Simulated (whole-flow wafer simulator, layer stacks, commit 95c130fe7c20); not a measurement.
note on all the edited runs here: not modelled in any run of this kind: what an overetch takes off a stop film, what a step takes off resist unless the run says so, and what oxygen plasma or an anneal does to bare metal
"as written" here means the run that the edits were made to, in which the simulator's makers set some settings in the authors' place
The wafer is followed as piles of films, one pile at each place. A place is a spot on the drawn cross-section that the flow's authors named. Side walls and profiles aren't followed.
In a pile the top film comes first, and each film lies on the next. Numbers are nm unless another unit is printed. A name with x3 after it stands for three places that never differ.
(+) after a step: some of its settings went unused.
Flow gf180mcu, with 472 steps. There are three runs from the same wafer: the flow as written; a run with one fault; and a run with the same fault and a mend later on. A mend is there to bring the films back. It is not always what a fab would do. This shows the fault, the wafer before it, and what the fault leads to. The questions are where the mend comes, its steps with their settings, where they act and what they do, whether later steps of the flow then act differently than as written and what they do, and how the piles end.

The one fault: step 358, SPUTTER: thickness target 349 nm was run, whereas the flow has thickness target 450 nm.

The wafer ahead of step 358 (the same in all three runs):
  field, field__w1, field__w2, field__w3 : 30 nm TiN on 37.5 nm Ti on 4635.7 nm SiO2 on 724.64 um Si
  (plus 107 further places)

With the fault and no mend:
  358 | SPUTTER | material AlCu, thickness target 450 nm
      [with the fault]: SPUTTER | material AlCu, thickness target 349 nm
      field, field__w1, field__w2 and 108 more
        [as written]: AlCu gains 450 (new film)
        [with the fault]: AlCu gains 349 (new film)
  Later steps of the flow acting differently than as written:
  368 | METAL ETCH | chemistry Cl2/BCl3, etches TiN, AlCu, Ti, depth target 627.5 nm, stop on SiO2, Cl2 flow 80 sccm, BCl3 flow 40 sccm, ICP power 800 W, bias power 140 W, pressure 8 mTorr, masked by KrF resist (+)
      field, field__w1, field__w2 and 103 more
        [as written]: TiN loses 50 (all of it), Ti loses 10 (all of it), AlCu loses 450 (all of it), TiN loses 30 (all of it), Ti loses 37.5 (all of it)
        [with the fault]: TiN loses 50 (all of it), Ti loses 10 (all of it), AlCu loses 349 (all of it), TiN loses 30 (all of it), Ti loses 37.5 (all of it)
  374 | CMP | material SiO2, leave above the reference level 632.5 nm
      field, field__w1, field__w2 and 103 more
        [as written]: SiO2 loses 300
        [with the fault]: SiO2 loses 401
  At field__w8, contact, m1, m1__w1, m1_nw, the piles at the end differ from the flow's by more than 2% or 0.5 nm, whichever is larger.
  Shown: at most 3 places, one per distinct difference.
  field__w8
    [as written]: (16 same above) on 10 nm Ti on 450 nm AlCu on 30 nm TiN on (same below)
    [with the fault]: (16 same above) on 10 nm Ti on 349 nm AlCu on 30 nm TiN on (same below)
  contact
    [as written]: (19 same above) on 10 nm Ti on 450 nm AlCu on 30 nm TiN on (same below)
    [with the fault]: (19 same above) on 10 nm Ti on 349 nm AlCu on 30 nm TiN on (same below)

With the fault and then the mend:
  The mend stands after step 358.
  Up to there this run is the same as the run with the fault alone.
  358a | SPUTTER | material AlCu, thickness target 101 nm (a further turn of the flow's step 358, with different settings)
      field, field__w1, field__w2 and 108 more
        AlCu gains 101
  Every later step of the flow that is run acts as written at every place that is followed.
  By the end, the piles equal the flow's at every place that both follow.
